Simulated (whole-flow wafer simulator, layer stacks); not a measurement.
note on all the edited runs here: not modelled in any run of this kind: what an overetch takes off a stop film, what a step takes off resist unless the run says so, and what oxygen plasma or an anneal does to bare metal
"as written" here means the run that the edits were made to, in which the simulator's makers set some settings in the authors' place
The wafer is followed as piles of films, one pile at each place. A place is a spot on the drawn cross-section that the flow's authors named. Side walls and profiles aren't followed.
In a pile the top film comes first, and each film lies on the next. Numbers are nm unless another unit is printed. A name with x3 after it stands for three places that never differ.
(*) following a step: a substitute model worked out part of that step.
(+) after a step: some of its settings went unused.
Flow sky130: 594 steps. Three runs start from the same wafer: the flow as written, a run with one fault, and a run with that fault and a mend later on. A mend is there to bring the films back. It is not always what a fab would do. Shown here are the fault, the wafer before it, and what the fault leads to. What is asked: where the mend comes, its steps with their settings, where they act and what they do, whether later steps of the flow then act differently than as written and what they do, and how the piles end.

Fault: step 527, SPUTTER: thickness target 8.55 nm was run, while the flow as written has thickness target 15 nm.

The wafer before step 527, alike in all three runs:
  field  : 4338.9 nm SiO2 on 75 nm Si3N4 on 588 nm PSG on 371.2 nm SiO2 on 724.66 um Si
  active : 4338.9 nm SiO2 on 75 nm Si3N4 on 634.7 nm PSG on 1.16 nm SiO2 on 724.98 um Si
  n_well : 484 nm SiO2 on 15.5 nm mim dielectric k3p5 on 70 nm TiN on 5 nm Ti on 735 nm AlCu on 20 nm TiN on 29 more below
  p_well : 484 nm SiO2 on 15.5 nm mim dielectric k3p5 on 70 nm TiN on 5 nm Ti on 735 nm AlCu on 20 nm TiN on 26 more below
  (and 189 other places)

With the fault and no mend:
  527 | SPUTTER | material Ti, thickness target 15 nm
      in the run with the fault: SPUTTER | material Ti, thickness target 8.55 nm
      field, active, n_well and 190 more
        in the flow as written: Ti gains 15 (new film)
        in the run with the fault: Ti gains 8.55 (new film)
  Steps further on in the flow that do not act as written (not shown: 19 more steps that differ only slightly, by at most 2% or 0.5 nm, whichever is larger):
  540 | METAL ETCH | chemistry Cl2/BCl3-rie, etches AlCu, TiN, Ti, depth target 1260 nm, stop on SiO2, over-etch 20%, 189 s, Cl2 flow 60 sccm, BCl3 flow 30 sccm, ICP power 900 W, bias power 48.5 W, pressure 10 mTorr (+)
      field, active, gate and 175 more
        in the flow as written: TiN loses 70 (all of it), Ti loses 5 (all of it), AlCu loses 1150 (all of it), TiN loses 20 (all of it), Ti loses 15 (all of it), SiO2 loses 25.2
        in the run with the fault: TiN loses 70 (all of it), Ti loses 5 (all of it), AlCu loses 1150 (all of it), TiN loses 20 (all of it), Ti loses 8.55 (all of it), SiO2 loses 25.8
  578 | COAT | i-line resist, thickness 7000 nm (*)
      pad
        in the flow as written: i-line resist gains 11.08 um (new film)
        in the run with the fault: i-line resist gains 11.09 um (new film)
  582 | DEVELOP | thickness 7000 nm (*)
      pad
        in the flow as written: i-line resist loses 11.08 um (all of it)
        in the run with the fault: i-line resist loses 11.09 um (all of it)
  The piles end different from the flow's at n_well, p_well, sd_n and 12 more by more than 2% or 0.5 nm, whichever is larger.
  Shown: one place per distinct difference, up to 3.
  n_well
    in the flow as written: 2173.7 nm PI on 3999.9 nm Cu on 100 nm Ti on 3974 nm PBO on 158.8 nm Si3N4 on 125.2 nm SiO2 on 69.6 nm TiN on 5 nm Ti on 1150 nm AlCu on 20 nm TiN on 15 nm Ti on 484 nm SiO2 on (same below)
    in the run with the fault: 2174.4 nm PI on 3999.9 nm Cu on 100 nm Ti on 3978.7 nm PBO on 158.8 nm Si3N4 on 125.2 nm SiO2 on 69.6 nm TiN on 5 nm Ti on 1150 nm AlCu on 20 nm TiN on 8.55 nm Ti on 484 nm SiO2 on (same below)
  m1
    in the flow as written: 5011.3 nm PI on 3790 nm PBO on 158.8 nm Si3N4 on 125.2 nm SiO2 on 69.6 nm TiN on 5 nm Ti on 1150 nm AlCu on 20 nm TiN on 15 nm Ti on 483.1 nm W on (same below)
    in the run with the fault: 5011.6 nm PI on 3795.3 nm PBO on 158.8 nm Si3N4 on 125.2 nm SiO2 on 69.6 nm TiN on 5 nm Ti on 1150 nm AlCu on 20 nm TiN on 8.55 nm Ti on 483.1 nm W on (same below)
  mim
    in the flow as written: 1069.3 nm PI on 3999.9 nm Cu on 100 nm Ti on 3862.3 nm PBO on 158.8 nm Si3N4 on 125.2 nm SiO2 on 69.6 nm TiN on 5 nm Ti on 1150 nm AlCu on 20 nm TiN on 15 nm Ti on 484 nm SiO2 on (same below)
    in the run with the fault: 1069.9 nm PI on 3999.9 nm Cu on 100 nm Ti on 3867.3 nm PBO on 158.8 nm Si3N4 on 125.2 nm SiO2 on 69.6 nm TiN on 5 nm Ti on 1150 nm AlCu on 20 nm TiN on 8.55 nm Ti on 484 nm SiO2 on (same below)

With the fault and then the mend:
  The mend follows step 527.
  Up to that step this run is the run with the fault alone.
  527a | SPUTTER | material Ti, thickness target 6.45 nm (the flow's step 527, run once more with other settings)
      field, active, n_well and 190 more
        Ti gains 6.45
  Later steps of the flow that are run all act as written at every place that is followed.
  The piles end the same as the flow's at every place that both follow.
